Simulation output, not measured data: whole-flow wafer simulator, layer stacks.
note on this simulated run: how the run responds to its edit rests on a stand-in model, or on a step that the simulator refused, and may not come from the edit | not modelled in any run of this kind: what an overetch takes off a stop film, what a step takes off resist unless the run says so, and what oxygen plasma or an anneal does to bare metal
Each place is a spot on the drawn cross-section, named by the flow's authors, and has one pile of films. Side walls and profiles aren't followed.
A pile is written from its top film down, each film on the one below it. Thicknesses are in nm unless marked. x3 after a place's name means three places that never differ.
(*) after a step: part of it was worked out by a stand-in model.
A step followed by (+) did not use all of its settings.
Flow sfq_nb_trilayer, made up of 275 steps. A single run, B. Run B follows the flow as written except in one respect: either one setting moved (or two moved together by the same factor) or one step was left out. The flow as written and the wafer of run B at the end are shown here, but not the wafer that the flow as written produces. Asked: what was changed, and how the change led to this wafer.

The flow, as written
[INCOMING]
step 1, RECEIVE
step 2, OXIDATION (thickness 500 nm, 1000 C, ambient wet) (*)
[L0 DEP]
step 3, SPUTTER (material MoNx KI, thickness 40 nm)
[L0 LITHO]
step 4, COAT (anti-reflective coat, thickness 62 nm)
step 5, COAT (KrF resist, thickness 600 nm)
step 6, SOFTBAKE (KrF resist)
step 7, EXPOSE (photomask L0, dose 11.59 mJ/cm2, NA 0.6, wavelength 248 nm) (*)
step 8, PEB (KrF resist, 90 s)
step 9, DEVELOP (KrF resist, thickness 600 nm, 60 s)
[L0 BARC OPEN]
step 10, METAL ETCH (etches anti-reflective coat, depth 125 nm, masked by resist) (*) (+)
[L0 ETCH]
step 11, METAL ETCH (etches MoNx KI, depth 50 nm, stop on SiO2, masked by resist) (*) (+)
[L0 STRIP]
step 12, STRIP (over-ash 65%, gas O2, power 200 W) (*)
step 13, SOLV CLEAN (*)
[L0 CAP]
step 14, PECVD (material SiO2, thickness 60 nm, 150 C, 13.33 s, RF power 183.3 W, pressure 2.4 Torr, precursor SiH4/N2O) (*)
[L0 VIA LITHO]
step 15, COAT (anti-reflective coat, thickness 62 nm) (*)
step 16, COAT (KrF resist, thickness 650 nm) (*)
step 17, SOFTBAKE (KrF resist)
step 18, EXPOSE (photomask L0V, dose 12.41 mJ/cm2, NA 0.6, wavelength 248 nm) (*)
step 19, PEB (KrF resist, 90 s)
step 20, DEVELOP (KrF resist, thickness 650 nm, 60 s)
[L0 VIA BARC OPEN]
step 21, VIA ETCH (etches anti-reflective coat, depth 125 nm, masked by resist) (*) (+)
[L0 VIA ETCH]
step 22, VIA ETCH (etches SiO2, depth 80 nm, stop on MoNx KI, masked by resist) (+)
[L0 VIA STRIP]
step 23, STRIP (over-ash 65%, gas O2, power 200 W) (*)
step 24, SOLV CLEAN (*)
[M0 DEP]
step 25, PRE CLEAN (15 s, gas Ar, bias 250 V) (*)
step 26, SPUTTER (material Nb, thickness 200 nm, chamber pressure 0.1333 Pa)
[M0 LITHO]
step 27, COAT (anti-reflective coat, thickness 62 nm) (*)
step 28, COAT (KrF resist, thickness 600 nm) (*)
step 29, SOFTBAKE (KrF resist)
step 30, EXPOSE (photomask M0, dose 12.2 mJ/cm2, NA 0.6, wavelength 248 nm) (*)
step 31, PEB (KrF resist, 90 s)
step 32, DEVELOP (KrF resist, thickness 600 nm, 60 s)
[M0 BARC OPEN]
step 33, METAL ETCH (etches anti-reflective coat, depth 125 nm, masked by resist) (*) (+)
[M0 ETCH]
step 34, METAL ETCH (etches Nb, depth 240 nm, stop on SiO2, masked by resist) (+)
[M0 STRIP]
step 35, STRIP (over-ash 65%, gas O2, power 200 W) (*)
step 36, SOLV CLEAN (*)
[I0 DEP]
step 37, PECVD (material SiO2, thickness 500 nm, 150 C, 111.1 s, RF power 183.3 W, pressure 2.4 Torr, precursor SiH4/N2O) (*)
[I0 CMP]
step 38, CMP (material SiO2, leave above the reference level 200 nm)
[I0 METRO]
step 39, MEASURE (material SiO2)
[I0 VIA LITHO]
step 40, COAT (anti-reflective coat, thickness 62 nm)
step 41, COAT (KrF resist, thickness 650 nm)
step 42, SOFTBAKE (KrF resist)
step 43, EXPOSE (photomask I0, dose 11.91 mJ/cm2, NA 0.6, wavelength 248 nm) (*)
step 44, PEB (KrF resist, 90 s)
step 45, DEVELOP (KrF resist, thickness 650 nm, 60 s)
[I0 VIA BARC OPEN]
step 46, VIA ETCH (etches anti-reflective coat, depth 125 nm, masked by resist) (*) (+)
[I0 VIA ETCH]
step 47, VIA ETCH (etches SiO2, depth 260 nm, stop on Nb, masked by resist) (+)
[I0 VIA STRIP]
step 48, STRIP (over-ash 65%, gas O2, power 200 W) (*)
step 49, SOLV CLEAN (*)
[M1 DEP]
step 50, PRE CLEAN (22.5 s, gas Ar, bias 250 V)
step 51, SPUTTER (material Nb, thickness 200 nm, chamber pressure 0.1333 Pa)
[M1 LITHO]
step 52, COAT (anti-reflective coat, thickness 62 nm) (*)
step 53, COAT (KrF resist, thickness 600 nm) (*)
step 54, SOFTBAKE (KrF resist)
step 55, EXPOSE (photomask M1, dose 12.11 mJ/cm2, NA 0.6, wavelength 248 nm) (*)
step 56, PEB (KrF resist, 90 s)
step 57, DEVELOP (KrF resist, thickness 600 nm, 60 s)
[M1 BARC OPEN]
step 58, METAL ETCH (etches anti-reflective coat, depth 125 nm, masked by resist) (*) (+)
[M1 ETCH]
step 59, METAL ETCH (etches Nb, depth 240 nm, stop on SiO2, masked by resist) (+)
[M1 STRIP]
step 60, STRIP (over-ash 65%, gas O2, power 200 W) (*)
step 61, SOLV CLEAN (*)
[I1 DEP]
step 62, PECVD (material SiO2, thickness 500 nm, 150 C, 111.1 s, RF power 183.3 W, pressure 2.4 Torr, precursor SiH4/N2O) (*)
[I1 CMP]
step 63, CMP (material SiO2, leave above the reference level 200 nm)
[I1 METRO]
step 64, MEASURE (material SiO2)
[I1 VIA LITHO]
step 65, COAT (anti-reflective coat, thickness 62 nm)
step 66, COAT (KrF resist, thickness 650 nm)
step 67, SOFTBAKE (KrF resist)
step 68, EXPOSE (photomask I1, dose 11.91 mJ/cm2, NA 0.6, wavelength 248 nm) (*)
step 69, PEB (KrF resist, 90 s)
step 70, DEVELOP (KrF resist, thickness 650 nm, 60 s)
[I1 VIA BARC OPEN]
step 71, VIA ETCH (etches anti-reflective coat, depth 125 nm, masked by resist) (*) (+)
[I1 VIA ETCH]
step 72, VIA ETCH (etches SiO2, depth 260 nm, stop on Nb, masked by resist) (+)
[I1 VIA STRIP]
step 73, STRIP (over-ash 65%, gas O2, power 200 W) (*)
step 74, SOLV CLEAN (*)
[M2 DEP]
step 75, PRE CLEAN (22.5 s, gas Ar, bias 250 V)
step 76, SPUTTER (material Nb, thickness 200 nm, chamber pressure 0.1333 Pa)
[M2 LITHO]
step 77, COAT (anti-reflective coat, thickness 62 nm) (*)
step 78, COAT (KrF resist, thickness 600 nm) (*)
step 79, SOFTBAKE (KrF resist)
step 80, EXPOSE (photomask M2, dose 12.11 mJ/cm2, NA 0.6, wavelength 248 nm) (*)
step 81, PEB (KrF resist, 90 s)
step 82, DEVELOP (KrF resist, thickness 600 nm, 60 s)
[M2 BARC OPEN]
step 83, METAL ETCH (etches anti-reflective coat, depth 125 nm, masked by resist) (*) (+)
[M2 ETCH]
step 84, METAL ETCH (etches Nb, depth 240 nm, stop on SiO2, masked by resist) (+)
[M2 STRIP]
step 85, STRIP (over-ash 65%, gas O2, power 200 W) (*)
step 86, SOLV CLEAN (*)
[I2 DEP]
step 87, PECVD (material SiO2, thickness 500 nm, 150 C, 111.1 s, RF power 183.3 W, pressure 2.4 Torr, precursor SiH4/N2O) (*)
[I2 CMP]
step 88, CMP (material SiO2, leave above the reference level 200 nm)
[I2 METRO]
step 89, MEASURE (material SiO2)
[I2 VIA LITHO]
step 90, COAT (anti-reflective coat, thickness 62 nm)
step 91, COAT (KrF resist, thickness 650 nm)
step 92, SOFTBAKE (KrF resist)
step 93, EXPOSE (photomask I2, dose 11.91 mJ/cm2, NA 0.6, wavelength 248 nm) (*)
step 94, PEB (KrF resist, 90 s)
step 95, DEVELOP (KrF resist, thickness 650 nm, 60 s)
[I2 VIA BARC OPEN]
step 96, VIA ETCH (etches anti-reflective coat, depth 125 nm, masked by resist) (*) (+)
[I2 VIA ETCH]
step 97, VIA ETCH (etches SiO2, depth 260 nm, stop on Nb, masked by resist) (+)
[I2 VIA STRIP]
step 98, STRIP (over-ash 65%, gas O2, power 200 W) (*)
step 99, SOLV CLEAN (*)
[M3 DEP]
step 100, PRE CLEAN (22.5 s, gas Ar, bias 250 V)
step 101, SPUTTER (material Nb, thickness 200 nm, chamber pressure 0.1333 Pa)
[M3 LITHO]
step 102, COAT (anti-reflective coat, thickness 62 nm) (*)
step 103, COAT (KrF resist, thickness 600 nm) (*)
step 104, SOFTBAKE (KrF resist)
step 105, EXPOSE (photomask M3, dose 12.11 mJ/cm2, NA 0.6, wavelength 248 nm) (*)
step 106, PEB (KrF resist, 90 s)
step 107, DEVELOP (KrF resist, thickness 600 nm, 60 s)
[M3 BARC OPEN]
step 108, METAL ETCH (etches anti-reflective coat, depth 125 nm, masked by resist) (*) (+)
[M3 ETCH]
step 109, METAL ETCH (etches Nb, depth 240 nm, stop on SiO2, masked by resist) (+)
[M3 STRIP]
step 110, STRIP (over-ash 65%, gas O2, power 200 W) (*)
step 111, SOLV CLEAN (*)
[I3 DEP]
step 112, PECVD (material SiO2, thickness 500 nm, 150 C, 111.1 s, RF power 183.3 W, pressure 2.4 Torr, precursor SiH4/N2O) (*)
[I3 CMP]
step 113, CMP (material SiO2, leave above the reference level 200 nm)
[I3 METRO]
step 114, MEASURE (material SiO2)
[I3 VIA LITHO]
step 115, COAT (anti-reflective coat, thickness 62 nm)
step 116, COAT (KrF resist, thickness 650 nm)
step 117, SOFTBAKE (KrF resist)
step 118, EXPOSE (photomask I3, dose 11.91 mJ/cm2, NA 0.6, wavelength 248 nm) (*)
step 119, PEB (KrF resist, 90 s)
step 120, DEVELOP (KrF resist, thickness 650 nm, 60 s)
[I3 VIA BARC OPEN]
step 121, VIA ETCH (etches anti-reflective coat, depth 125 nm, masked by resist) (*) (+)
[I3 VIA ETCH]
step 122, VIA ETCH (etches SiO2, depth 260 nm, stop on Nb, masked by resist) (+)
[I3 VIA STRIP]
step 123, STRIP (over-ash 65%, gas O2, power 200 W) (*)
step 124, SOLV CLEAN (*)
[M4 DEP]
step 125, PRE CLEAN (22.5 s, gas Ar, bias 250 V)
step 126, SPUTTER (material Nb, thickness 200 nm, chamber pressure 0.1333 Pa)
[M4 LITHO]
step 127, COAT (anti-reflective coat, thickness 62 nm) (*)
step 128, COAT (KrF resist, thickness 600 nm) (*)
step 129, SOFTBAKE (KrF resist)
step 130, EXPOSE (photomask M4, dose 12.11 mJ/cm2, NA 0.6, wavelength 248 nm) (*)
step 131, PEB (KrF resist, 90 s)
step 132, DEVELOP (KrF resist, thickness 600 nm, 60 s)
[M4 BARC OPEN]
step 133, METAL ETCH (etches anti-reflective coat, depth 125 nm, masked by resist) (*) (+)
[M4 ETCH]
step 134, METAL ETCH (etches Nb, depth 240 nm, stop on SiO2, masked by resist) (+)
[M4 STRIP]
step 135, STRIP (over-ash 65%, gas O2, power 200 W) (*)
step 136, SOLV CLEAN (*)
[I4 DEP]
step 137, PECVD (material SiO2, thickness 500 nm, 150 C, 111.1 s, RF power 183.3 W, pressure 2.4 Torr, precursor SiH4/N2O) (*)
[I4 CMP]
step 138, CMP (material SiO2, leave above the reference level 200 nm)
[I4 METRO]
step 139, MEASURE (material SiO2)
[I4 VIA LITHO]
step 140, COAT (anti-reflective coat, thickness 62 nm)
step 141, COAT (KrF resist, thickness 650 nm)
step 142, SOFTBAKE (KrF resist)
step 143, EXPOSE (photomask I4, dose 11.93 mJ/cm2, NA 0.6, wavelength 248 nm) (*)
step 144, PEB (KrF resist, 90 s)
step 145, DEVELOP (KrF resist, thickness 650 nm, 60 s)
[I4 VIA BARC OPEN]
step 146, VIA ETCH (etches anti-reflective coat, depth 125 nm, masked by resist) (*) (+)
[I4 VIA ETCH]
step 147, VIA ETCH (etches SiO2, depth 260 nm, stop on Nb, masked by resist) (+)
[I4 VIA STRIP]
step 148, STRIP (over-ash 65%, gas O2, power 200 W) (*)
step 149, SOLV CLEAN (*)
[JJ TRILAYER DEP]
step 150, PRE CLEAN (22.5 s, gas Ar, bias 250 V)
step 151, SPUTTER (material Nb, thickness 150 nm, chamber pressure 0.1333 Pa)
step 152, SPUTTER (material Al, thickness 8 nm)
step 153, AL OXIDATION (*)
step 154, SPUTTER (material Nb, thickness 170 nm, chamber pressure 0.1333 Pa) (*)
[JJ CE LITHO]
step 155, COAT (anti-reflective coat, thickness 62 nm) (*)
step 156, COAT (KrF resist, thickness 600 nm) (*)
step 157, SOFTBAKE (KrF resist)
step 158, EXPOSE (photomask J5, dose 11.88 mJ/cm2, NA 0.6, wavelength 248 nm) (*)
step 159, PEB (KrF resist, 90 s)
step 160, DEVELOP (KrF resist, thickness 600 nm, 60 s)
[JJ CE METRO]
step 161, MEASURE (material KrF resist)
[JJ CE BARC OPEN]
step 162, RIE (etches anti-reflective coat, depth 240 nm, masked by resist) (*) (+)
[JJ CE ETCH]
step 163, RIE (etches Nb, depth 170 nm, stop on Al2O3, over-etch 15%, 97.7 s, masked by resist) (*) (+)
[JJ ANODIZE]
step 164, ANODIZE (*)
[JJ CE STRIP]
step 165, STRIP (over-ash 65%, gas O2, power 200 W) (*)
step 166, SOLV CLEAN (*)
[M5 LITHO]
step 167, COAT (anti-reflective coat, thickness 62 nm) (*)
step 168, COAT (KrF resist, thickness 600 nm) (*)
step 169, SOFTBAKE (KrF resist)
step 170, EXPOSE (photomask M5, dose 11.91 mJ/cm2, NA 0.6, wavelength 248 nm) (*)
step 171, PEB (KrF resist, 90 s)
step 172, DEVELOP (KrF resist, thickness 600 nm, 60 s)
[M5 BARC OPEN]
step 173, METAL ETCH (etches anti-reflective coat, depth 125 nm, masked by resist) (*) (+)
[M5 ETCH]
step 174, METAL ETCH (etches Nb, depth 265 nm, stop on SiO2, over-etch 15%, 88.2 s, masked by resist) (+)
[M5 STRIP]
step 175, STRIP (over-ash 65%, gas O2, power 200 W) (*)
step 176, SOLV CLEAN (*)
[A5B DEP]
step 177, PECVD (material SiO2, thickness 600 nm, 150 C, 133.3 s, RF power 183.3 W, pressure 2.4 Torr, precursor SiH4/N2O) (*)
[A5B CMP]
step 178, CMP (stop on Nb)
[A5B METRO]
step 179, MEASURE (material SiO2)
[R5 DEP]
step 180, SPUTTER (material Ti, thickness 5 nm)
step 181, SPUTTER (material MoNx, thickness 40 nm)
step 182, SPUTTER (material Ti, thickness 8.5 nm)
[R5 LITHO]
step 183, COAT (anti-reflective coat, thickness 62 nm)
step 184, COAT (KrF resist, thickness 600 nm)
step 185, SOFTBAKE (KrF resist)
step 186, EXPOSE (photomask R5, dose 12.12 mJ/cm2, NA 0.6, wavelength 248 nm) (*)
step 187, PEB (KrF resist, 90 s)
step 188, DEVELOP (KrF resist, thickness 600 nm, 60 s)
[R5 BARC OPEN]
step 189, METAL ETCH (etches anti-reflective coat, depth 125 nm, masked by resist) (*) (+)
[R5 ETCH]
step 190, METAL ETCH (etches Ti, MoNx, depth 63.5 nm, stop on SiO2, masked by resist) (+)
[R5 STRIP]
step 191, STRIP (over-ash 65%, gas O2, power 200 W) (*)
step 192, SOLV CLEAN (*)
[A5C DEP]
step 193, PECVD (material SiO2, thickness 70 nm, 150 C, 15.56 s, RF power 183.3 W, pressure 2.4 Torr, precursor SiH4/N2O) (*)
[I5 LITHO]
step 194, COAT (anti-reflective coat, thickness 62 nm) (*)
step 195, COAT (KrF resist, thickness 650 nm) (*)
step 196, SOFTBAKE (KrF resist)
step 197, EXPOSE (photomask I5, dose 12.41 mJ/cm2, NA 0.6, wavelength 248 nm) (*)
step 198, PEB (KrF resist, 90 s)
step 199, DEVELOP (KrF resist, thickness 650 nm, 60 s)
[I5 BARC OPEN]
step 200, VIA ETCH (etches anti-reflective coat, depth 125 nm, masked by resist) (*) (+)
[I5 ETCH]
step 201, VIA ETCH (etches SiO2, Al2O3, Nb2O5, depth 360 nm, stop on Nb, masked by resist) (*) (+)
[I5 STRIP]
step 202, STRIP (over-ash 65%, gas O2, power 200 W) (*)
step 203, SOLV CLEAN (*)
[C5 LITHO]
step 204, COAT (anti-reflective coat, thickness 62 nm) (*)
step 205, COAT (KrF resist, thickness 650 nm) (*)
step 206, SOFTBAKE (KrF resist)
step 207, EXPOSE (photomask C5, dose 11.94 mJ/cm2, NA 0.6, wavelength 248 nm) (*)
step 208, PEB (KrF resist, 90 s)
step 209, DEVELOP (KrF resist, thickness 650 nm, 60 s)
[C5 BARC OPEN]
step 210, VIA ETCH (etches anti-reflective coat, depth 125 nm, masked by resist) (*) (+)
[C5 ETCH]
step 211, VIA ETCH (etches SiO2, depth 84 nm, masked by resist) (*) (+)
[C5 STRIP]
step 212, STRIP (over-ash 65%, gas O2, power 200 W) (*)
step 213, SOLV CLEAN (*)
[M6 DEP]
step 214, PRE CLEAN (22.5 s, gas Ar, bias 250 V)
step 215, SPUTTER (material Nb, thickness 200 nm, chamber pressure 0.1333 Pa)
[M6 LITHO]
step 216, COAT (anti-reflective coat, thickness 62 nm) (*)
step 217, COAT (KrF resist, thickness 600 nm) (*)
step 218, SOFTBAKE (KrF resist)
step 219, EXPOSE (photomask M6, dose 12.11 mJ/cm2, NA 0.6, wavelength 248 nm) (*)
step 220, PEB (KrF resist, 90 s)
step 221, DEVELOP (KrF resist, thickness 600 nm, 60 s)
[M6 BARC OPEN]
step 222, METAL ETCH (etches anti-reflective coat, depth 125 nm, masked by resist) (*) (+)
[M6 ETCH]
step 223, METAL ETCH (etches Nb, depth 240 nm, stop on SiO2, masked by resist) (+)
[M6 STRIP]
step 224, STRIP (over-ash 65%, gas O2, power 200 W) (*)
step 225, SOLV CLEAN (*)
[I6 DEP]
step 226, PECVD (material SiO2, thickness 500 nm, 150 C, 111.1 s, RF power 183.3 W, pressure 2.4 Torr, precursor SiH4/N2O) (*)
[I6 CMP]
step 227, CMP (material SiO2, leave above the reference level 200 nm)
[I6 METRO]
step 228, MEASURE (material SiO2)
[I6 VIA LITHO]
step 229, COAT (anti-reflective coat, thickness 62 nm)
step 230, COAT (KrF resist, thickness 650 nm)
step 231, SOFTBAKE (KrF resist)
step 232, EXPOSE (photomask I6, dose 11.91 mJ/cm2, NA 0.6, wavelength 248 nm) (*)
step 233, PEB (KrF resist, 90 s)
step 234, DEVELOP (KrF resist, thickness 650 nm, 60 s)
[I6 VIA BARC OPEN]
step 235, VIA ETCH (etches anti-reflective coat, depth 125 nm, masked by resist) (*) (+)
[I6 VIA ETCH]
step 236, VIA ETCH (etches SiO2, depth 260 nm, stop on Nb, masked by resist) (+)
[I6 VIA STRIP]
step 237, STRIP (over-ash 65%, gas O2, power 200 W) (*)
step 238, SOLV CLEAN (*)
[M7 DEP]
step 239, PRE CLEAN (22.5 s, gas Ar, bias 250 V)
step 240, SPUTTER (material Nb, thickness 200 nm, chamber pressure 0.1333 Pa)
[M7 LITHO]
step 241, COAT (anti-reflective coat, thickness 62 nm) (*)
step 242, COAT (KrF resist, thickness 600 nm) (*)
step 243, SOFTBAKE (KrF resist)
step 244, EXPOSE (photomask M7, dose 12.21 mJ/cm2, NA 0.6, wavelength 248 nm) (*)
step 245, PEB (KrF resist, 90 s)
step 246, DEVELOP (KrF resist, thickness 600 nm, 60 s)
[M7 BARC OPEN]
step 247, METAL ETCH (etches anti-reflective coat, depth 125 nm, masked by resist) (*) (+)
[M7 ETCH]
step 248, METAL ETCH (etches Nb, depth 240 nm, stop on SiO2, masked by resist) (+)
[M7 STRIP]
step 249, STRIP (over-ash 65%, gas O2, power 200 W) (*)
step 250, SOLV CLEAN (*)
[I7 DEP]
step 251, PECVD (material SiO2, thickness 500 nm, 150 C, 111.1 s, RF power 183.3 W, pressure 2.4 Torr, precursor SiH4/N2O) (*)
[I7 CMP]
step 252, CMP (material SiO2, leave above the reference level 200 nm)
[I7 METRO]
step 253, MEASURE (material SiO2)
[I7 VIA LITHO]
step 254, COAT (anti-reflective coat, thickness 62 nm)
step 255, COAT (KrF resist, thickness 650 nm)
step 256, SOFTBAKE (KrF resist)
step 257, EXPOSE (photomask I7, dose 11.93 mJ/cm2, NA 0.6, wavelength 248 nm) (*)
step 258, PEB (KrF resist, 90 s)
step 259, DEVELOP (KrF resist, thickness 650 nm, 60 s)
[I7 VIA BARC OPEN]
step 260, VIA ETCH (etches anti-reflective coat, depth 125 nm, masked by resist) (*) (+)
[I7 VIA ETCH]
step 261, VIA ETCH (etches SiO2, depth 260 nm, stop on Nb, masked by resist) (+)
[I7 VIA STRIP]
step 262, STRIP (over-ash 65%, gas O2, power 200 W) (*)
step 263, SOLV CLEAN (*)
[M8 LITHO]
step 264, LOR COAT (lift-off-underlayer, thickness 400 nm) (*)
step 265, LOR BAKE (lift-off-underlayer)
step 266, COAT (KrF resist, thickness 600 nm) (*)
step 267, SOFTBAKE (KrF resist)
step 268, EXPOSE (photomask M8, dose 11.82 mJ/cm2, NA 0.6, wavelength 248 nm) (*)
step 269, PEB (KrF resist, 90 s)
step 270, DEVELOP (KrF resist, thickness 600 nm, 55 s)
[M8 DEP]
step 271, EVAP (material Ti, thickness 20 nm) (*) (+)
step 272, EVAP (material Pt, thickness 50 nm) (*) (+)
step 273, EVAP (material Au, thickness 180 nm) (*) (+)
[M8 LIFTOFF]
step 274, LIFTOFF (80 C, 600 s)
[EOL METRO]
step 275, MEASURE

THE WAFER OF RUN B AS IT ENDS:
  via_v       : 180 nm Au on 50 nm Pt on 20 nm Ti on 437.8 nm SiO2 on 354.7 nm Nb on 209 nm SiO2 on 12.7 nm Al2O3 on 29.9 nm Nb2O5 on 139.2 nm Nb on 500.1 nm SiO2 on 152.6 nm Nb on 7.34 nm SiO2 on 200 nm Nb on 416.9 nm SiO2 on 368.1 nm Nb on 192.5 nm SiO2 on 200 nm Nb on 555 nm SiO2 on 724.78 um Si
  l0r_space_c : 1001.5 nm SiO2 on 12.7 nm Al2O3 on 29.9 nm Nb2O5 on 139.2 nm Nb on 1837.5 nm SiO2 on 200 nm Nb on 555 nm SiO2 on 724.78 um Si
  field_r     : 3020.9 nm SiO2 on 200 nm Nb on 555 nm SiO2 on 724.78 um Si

What caused this: step 113, CMP: leave above the reference level 275 nm was run, while the flow as written has leave above the reference level 200 nm.

The path from the change to this, step by step:
  step 113, CMP (material SiO2, leave above the reference level 200 nm)
      field_l, be, be_sur and 64 more: -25 SiO2 (it would be, as written: -100 SiO2)
      v_sur, via_wl, via_wr and 27 more: -225 SiO2 (it would be, as written: -300 SiO2)
      (as well as at 9 more places)
  step 122, VIA ETCH (etches SiO2, depth 260 nm, stop on Nb, masked by resist) (+)
      via_v: -260 SiO2 (it would be, as written: -199.8 SiO2 (all of it))
  step 125, PRE CLEAN (22.5 s, gas Ar, bias 250 V)
      via_v: -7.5 SiO2 (it would be, as written: -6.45 Nb)
  step 126, SPUTTER (material Nb, thickness 200 nm, chamber pressure 0.1333 Pa)
      via_v: +152.6 Nb (new film) (it would be, as written: +165.5 Nb)
  step 127, COAT (anti-reflective coat, thickness 62 nm) (*)
      via_sp: +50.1 anti-reflective coat (new film) (it would be, as written: +53 anti-reflective coat (new film))
      via_v: +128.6 anti-reflective coat (new film) (it would be, as written: +124.8 anti-reflective coat (new film))
      (as well as at 1 more place)
  step 128, COAT (KrF resist, thickness 600 nm) (*)
      via_v: +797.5 KrF resist (new film) (it would be, as written: +739.8 KrF resist (new film))
  step 135, STRIP (over-ash 65%, gas O2, power 200 W) (*)
      via_sp: -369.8 KrF resist (all of it), -50.1 anti-reflective coat (all of it) (it would be, as written: -373.9 KrF resist (all of it), -53 anti-reflective coat (all of it))
      via_v: -579.3 KrF resist (all of it), -128.6 anti-reflective coat (all of it) (it would be, as written: -521.8 KrF resist (all of it), -124.8 anti-reflective coat (all of it))
      (as well as at 1 more place)
  step 137, PECVD (material SiO2, thickness 500 nm, 150 C, 111.1 s, RF power 183.3 W, pressure 2.4 Torr, precursor SiH4/N2O) (*)
      via_v: +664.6 SiO2 (new film) (it would be, as written: +615 SiO2 (new film))
  step 138, CMP (material SiO2, leave above the reference level 200 nm)
      via_v: -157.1 SiO2 (it would be, as written: -181.6 SiO2)
With metal films that touch counted as one body, via_v has 7 bodies (between them, from the top down: SiO2 437.8; SiO2 209 / Al2O3 12.7 / Nb2O5 29.9; SiO2 500.1; SiO2 7.34; SiO2 416.9; SiO2 192.5); the flow as written gives 6 bodies (between them, from the top down: SiO2 437.8; SiO2 209 / Al2O3 12.7 / Nb2O5 29.9; SiO2 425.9; SiO2 416.9; SiO2 192.5).
